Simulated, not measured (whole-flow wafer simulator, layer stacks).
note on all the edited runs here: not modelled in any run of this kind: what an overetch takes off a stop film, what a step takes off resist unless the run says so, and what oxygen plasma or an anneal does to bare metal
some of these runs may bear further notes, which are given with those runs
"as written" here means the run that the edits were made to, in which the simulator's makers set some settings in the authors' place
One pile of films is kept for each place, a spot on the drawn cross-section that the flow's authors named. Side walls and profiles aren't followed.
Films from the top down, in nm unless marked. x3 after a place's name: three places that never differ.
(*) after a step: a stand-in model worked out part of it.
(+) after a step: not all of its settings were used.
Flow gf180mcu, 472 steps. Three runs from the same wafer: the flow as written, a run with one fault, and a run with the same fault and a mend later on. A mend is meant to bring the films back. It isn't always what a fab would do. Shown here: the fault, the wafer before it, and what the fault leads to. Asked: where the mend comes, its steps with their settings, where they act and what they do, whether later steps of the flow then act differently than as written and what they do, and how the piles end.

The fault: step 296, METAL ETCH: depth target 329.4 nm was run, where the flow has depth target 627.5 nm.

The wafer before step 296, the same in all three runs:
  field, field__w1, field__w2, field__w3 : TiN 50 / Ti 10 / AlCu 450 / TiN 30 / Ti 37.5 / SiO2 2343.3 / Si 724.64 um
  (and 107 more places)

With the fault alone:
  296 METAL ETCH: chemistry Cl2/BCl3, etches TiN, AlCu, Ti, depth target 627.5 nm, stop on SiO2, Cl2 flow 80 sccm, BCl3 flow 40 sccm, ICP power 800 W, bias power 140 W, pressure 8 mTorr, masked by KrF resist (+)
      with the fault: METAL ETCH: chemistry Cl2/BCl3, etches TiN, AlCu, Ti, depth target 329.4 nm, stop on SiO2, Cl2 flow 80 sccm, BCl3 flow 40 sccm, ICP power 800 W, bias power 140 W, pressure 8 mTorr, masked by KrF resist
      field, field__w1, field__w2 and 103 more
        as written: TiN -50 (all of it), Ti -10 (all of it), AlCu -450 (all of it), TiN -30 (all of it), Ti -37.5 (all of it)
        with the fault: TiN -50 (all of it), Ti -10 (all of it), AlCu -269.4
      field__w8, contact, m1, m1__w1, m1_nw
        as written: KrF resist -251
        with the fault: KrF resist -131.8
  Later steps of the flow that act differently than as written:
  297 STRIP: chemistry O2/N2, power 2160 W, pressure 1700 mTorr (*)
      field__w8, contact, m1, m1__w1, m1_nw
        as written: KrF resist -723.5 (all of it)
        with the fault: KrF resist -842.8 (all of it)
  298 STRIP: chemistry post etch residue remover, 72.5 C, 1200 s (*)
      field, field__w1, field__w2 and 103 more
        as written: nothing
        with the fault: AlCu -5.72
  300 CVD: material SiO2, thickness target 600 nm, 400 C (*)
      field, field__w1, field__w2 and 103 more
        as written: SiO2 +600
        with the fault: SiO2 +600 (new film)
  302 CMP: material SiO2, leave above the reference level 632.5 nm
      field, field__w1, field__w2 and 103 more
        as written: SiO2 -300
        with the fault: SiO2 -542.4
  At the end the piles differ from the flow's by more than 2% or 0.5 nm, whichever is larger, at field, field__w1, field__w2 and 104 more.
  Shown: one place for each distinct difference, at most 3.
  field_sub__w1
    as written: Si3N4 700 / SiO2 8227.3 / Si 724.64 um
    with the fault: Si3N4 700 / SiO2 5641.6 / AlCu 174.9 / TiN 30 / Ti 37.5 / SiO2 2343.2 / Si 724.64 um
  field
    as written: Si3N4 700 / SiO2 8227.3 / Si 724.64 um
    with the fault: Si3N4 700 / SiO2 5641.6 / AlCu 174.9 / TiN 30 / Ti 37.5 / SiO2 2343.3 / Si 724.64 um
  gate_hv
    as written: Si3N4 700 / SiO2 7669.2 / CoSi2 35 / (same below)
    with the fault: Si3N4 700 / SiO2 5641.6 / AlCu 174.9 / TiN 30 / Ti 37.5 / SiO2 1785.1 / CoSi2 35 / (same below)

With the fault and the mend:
  The mend comes after step 296.
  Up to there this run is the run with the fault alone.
  296a METAL ETCH: chemistry Cl2/BCl3, etches TiN, AlCu, Ti, depth target 298.1 nm, stop on SiO2, Cl2 flow 80 sccm, BCl3 flow 40 sccm, ICP power 800 W, bias power 140 W, pressure 8 mTorr, masked by KrF resist (+) (the flow's step 296 once more, with other settings)
      field, field__w1, field__w2 and 103 more
        AlCu -180.6 (all of it), TiN -30 (all of it), Ti -37.5 (all of it)
      field__w8, contact, m1, m1__w1, m1_nw
        KrF resist -119.2
  No later step of the flow acts differently than as written at any place that is followed.
  At the end the piles are the same as the flow's at every place that both follow.
